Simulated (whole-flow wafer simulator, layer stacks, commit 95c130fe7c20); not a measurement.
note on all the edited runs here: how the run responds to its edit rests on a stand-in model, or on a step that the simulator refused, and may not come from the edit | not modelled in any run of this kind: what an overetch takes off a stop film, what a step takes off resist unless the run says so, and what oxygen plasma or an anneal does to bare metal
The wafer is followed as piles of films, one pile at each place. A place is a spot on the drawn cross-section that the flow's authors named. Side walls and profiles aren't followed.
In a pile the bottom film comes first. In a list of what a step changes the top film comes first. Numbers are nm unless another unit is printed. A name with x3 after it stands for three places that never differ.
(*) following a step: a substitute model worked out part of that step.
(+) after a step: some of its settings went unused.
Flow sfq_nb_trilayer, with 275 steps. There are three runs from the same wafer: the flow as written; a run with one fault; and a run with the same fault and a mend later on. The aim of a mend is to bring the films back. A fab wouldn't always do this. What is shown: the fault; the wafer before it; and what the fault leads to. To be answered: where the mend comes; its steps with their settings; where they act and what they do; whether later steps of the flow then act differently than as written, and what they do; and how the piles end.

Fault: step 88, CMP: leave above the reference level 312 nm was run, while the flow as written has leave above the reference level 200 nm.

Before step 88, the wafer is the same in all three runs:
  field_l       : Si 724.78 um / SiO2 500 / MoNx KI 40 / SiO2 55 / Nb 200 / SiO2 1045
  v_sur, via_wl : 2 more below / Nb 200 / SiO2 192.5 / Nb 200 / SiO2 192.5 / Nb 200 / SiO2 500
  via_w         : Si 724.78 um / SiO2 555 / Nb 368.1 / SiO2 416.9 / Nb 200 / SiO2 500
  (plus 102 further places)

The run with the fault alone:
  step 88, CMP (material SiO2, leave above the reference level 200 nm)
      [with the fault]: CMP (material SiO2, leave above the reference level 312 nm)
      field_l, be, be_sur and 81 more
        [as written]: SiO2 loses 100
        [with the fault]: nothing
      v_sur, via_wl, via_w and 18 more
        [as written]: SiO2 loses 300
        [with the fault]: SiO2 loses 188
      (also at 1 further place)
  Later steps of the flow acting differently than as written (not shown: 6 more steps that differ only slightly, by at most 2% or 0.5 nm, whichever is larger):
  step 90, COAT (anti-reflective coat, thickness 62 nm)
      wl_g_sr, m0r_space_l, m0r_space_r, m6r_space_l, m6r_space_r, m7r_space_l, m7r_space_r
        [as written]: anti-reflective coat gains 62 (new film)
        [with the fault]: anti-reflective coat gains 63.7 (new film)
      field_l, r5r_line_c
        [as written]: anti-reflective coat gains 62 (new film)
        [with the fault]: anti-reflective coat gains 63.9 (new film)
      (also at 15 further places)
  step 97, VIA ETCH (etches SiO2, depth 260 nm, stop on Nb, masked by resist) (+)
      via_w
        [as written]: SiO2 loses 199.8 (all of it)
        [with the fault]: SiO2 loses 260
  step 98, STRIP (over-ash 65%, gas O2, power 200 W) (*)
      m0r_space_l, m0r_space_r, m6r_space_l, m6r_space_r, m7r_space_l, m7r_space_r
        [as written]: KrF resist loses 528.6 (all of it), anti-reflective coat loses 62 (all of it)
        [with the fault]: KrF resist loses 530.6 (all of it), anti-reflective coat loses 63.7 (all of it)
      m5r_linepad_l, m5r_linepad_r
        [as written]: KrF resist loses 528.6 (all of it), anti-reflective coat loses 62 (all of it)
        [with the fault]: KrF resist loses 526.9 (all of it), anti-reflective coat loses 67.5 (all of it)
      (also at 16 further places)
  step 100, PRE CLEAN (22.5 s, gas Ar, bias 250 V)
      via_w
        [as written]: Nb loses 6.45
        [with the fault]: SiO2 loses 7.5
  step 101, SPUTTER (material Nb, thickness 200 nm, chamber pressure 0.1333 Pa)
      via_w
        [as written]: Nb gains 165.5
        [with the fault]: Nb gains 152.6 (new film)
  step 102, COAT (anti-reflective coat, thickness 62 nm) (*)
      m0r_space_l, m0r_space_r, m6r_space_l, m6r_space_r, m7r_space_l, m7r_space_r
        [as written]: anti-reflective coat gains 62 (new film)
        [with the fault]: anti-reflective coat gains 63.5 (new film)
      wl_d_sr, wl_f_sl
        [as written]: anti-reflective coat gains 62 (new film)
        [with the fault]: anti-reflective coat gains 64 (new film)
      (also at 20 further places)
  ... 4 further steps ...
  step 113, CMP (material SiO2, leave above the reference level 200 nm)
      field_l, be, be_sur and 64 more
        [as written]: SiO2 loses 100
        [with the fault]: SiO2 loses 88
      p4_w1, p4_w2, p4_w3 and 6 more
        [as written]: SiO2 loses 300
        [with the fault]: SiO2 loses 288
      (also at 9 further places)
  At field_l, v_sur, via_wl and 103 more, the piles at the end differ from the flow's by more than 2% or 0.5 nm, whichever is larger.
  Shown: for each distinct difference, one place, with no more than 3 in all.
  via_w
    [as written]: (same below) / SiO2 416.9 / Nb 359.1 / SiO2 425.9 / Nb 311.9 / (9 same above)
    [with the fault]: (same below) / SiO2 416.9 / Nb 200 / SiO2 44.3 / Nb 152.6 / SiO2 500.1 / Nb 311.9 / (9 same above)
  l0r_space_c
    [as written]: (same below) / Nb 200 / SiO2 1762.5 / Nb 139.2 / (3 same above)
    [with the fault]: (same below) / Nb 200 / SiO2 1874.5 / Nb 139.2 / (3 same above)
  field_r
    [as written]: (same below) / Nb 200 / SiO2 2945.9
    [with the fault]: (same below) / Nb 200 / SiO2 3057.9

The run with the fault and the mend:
  The mend stands after step 95.
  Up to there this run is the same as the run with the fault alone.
  step 95a, STRIP (over-ash 65%, gas O2, power 200 W) (*)
      r_sur, res, r_end and 8 more
        KrF resist loses 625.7 (all of it), anti-reflective coat loses 62.1 (all of it)
      p4_w1, p3_l3, p3_s3, p3_l4, p3_s4, p3_l5
        KrF resist loses 625.5 (all of it), anti-reflective coat loses 62.1 (all of it)
      m0r_line_l, m0r_line_r, m6r_line_l, m6r_line_r, m7r_line_l, m7r_line_r
        KrF resist loses 627.2 (all of it), anti-reflective coat loses 62.4 (all of it)
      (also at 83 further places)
  step 95b, CMP (material SiO2, leave above the reference level 200 nm) (the flow's step 88 again)
      field_l, be, be_sur and 81 more
        SiO2 loses 100
      v_sur, via_wl, via_w and 19 more
        SiO2 loses 112
  step 95c, COAT (anti-reflective coat, thickness 62 nm) (the flow's step 90 again)
      field_l, v_sur, via_wl and 103 more
        anti-reflective coat gains 62 (new film)
  step 95d, COAT (KrF resist, thickness 650 nm) (the flow's step 91 again)
      field_l, v_sur, via_wl and 103 more
        KrF resist gains 650 (new film)
  step 95e, SOFTBAKE (KrF resist) (the flow's step 92 again)
      does not change any film at any place that is followed
  step 95f, EXPOSE (photomask I2, dose 11.91 mJ/cm2, NA 0.6, wavelength 248 nm) (*) (the flow's step 93 again)
      does not change any film at any place that is followed
  step 95g, PEB (KrF resist, 90 s) (the flow's step 94 again)
      field_l, v_sur, via_wl and 103 more
        KrF resist loses 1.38
  step 95h, DEVELOP (KrF resist, thickness 650 nm, 60 s) (the flow's step 95 again)
      field_l, v_sur, via_wl and 102 more
        KrF resist loses 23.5
      via_w
        KrF resist loses 648.6 (all of it)
  Later steps of the flow that are run all act as written at every place that is followed.
  At every place that both follow, the piles at the end match the flow's.
